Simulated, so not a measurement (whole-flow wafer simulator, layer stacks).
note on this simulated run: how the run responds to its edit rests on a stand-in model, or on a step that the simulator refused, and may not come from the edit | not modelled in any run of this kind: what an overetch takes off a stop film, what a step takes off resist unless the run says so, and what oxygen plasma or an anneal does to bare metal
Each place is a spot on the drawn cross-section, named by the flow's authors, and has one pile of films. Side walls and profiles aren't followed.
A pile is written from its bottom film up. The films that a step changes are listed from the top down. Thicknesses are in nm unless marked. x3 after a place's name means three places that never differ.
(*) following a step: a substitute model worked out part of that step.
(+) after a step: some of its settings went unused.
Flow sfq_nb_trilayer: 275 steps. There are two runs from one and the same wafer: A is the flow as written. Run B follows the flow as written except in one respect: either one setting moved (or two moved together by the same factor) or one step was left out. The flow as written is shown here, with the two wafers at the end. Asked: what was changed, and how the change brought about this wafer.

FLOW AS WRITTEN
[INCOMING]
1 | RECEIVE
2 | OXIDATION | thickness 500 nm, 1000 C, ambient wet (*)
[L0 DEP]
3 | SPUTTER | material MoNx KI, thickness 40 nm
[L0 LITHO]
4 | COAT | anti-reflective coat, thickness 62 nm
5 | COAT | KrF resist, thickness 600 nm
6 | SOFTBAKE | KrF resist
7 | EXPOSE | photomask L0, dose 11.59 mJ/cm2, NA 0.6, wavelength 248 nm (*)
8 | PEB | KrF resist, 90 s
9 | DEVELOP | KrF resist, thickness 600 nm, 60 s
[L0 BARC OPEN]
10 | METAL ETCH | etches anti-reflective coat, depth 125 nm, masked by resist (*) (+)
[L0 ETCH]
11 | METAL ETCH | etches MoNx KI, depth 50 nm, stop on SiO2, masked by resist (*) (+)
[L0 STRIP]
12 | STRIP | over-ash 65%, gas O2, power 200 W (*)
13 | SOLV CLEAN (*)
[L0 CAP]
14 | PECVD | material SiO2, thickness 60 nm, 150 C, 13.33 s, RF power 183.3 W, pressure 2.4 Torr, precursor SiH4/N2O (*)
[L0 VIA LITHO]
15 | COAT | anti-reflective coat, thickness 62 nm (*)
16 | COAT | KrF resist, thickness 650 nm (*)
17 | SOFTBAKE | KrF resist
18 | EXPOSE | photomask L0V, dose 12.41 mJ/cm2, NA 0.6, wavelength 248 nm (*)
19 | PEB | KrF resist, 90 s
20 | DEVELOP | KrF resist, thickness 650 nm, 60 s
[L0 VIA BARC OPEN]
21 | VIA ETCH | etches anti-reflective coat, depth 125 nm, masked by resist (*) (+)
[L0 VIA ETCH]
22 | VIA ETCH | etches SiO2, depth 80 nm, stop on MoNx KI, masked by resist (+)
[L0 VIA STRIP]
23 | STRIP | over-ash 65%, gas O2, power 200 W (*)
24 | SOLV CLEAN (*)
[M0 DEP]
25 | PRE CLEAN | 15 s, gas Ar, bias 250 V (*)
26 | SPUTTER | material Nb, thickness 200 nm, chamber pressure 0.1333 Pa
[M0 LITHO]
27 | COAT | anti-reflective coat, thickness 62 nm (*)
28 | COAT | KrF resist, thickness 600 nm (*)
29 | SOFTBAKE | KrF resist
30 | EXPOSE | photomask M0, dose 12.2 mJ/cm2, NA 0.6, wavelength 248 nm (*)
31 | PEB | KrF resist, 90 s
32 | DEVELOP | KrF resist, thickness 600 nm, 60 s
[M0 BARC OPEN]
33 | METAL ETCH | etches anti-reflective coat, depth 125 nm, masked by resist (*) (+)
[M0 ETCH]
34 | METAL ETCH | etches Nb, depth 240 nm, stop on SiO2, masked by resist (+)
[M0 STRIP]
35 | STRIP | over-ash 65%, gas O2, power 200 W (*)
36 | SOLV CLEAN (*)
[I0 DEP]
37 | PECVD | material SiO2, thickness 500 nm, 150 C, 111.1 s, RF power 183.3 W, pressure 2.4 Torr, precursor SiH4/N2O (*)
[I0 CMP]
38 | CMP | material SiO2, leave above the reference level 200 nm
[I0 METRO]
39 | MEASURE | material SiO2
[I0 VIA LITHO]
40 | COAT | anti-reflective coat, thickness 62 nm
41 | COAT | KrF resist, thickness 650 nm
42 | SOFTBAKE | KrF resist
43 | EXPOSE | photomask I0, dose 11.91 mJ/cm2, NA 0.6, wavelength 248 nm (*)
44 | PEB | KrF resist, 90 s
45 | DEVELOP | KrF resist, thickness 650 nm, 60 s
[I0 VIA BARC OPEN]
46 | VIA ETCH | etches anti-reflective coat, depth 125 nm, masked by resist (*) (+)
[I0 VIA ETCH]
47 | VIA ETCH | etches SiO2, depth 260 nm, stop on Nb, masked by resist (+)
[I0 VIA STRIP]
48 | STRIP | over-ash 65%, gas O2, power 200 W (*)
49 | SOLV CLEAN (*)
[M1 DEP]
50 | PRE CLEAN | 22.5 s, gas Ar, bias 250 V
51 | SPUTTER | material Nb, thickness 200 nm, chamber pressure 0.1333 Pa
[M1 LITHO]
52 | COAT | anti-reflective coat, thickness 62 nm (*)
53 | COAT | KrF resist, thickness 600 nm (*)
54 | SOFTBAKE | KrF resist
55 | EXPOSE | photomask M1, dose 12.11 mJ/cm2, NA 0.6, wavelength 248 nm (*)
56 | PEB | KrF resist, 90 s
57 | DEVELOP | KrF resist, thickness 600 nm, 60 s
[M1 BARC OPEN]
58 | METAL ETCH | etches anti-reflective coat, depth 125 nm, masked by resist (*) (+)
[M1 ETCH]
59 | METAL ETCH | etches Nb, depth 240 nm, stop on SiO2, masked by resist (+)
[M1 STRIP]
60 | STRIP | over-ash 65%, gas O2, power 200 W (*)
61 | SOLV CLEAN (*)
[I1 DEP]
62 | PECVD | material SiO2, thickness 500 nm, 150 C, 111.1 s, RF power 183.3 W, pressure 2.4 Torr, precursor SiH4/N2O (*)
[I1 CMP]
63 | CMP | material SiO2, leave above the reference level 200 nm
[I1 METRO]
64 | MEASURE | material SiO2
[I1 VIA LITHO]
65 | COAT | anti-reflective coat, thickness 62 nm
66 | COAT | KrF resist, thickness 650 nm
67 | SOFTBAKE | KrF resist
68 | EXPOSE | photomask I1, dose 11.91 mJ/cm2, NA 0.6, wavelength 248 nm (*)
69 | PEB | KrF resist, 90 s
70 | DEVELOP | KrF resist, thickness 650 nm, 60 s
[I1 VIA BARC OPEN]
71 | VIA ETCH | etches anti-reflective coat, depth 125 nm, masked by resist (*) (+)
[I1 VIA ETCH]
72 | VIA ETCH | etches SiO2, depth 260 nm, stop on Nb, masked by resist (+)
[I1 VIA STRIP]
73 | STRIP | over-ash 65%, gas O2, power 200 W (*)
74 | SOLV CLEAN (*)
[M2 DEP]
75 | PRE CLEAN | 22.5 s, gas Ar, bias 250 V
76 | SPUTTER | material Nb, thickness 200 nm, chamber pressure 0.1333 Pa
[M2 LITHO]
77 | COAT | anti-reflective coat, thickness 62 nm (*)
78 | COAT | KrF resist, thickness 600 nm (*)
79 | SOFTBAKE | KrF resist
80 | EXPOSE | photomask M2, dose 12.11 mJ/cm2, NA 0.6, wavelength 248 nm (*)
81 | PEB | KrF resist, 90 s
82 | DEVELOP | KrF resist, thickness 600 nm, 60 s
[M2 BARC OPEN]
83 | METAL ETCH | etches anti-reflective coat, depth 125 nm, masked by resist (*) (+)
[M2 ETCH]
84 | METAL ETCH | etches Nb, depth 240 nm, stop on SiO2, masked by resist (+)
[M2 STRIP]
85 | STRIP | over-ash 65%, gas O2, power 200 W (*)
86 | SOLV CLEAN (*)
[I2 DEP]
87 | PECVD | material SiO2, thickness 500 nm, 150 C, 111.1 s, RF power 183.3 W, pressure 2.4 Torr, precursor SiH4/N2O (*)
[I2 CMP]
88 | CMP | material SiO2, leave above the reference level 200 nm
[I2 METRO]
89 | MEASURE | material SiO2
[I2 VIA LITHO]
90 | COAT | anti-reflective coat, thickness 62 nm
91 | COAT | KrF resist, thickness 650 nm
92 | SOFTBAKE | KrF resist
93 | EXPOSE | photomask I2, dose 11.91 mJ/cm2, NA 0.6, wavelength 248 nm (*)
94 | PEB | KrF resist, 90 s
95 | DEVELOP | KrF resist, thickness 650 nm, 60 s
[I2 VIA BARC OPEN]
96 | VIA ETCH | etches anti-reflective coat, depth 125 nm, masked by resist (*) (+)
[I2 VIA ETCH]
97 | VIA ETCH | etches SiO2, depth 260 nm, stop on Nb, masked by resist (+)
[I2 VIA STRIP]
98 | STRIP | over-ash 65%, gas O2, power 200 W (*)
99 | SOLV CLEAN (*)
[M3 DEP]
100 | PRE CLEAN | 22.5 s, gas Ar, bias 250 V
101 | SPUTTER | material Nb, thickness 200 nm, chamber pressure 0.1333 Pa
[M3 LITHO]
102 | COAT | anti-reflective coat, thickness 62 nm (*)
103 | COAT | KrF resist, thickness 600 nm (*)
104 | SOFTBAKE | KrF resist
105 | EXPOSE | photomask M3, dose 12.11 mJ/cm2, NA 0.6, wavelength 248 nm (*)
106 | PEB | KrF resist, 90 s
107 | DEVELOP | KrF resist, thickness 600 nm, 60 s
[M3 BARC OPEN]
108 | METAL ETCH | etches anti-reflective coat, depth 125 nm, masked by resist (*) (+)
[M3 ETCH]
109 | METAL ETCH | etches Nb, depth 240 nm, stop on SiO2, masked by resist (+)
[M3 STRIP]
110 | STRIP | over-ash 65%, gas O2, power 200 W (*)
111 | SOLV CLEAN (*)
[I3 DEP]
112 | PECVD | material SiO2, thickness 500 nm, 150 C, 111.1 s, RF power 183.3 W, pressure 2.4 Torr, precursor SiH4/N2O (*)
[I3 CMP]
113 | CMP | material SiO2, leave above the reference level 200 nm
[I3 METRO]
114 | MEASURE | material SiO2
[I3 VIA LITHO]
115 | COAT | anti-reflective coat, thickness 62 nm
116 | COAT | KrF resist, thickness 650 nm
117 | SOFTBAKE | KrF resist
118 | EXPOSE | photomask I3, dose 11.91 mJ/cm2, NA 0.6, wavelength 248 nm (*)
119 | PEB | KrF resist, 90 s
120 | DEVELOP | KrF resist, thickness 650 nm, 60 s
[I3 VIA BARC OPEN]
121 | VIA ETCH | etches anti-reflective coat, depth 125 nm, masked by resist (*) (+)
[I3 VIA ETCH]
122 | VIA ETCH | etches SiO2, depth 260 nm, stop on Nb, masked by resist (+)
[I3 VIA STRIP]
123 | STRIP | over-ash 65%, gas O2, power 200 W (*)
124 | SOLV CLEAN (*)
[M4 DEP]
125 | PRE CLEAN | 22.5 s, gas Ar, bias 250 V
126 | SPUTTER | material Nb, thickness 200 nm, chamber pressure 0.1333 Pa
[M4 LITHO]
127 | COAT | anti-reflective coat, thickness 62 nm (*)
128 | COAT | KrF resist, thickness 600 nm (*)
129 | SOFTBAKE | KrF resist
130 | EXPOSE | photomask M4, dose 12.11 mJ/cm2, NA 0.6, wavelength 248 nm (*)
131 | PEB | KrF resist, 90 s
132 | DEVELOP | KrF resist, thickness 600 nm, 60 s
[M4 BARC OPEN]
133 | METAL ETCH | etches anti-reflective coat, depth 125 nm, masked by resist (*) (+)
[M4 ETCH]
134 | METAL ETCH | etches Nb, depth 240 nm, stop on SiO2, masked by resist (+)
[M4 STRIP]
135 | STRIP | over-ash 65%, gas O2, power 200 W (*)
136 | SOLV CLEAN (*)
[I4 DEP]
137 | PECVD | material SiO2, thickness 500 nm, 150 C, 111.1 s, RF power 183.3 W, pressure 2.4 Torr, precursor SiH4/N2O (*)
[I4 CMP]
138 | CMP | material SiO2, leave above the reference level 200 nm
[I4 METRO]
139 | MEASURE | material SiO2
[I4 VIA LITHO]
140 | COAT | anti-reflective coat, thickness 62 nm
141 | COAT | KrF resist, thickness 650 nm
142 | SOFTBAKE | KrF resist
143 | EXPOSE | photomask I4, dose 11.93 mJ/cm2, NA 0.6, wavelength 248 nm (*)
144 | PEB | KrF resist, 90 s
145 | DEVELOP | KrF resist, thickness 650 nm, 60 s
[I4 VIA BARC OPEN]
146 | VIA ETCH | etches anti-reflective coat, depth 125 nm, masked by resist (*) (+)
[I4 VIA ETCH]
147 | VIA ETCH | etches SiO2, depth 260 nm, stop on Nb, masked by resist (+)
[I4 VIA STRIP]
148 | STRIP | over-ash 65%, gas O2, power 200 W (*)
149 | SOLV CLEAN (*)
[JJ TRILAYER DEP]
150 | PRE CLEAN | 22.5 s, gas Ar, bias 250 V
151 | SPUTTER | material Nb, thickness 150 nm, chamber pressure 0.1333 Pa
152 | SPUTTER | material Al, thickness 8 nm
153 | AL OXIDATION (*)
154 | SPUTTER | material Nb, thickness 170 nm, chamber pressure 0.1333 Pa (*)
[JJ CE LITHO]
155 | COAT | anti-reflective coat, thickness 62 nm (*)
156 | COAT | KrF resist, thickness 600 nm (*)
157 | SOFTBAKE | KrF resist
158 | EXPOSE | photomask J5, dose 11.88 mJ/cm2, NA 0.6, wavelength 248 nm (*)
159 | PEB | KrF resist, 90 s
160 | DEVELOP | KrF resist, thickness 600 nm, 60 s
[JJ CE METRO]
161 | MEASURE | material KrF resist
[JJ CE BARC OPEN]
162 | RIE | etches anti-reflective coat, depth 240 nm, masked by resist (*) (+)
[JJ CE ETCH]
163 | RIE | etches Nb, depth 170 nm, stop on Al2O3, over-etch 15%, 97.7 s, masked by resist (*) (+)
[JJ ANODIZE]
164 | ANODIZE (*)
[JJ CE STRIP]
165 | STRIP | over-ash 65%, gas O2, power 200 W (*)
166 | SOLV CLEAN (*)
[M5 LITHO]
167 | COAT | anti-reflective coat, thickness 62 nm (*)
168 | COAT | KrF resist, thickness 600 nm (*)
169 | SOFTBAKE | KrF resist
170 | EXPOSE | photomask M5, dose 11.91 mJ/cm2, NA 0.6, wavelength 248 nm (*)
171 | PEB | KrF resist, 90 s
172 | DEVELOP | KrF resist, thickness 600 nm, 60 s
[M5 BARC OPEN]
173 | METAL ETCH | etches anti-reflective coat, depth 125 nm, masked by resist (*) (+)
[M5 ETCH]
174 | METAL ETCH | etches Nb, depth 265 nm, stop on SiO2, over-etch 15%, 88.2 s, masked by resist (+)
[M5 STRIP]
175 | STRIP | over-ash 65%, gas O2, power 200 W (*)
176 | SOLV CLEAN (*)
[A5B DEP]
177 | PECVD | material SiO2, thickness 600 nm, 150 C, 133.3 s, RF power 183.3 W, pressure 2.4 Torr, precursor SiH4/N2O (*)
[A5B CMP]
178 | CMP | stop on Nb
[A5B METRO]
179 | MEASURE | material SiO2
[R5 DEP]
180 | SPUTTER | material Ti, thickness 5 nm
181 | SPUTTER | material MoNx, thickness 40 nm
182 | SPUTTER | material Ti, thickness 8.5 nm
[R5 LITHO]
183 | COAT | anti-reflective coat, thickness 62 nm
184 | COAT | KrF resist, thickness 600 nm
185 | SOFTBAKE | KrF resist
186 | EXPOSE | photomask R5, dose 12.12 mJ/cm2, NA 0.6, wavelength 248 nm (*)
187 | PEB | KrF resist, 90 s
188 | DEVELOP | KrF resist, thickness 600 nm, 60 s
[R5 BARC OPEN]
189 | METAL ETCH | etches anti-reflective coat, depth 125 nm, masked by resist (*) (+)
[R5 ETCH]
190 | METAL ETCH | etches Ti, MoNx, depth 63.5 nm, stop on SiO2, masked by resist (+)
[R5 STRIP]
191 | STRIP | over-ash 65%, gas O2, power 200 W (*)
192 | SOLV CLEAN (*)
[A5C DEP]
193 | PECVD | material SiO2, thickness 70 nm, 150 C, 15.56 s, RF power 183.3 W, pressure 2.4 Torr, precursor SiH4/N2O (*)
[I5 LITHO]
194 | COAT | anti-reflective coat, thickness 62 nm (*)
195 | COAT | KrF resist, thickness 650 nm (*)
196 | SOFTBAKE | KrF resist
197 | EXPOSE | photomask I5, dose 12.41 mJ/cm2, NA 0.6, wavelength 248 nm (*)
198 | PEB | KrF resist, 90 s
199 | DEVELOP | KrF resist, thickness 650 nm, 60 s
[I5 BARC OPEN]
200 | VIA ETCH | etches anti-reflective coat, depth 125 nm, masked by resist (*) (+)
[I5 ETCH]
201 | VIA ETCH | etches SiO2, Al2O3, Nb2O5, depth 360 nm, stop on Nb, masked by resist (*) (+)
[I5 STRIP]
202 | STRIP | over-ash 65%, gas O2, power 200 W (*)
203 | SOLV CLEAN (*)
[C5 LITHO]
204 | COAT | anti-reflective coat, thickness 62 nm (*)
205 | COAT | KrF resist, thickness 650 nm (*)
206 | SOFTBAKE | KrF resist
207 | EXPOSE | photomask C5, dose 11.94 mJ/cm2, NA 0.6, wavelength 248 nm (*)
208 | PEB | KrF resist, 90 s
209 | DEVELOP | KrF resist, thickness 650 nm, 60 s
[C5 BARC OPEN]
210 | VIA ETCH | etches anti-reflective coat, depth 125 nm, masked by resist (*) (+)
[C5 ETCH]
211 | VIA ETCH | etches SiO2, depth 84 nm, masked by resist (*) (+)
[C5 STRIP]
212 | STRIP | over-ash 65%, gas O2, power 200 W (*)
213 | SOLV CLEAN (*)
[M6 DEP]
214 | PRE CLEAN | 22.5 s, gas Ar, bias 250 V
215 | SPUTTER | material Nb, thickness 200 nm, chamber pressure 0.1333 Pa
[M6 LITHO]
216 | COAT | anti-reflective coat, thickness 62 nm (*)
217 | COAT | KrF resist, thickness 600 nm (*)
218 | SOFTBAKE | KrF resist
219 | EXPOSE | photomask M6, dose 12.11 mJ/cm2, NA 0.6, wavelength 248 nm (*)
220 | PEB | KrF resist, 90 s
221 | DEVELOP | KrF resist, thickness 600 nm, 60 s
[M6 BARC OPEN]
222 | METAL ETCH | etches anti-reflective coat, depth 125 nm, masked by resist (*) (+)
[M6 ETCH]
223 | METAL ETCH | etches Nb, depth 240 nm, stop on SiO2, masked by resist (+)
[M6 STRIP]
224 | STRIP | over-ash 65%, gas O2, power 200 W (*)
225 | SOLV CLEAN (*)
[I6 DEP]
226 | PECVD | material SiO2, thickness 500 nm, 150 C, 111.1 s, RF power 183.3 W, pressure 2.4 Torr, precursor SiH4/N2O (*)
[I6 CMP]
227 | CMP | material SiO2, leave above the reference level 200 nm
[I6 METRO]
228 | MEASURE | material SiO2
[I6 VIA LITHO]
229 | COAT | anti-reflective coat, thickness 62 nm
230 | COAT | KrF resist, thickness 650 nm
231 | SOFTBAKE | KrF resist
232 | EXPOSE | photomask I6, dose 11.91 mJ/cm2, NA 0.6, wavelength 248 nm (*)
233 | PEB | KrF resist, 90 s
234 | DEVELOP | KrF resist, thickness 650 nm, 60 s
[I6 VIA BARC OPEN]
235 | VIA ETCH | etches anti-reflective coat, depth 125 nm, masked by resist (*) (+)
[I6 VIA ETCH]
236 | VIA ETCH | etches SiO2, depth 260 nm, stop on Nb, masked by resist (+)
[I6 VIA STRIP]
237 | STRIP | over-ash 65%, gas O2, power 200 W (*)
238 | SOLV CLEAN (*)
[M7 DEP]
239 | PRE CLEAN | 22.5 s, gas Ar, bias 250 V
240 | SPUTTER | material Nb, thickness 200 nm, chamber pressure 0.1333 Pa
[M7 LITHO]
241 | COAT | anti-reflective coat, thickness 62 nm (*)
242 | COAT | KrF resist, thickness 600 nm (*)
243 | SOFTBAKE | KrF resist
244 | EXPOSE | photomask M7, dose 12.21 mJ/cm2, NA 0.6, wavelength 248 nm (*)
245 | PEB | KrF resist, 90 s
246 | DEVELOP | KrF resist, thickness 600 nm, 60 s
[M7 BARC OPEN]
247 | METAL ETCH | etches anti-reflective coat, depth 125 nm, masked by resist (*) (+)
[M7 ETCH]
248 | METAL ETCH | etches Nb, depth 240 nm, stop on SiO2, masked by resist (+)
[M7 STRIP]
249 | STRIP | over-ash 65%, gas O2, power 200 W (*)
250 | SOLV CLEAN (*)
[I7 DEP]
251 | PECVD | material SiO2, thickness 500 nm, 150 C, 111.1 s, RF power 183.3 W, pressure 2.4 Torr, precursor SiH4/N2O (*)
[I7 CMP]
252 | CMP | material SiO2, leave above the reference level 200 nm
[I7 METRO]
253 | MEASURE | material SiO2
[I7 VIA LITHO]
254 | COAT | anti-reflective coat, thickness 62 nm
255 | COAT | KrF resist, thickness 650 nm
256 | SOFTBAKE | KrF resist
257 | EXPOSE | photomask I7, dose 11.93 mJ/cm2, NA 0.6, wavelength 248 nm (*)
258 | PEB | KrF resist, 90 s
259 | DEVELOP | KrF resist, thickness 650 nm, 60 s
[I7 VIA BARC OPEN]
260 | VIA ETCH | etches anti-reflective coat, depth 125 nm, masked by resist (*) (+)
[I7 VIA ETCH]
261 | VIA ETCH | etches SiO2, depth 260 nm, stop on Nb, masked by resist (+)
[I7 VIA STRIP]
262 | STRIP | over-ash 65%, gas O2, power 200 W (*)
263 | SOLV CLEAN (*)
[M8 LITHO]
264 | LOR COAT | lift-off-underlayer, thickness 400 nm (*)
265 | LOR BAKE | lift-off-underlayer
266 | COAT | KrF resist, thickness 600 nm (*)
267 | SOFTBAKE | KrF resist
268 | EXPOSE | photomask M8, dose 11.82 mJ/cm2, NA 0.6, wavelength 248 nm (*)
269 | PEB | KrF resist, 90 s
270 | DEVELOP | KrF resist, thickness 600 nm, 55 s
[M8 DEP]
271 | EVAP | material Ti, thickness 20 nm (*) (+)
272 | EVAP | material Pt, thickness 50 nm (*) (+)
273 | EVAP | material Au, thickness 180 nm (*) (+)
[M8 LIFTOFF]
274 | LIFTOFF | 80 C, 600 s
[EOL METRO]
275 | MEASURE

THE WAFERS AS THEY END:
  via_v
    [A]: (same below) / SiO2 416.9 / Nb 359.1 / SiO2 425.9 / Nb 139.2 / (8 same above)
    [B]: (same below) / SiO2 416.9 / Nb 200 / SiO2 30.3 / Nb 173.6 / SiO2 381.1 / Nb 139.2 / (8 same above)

The reason: step 122, VIA ETCH: depth 162 nm was run, while the flow as written has depth 260 nm.

Step by step, how the change led to this:
  122 | VIA ETCH | etches SiO2, depth 260 nm, stop on Nb, masked by resist (+)
      via_v: A -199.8 SiO2 (all of it) | B -162 SiO2
      field_l, v_sur, via_wl and 102 more: A -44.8 KrF resist | B -27.9 KrF resist
  123 | STRIP | over-ash 65%, gas O2, power 200 W (*)
      field_l, v_sur, via_wl and 102 more: A -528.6 KrF resist (all of it), -62 anti-reflective coat (all of it) | B -545.5 KrF resist (all of it), -62 anti-reflective coat (all of it)
  125 | PRE CLEAN | 22.5 s, gas Ar, bias 250 V
      via_v: A -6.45 Nb | B -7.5 SiO2
  126 | SPUTTER | material Nb, thickness 200 nm, chamber pressure 0.1333 Pa
      via_v: A +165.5 Nb | B +173.6 Nb (new film)
  127 | COAT | anti-reflective coat, thickness 62 nm (*)
      via_v: A +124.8 anti-reflective coat (new film) | B +115 anti-reflective coat (new film)
  128 | COAT | KrF resist, thickness 600 nm (*)
      via_v: A +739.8 KrF resist (new film) | B +710.4 KrF resist (new film)
  135 | STRIP | over-ash 65%, gas O2, power 200 W (*)
      via_v: A -521.8 KrF resist (all of it), -124.8 anti-reflective coat (all of it) | B -492.6 KrF resist (all of it), -115 anti-reflective coat (all of it)
  137 | PECVD | material SiO2, thickness 500 nm, 150 C, 111.1 s, RF power 183.3 W, pressure 2.4 Torr, precursor SiH4/N2O (*)
      via_v: A +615 SiO2 (new film) | B +545.6 SiO2 (new film)
  138 | CMP | material SiO2, leave above the reference level 200 nm
      via_v: A -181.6 SiO2 | B -157.1 SiO2
If metal films that touch count as one body, via_v has 7 bodies (between them, from the top down: SiO2 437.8; SiO2 209 / Al2O3 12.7 / Nb2O5 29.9; SiO2 381.1; SiO2 30.3; SiO2 416.9; SiO2 192.5); the flow as written gives 6 bodies (between them, from the top down: SiO2 437.8; SiO2 209 / Al2O3 12.7 / Nb2O5 29.9; SiO2 425.9; SiO2 416.9; SiO2 192.5).
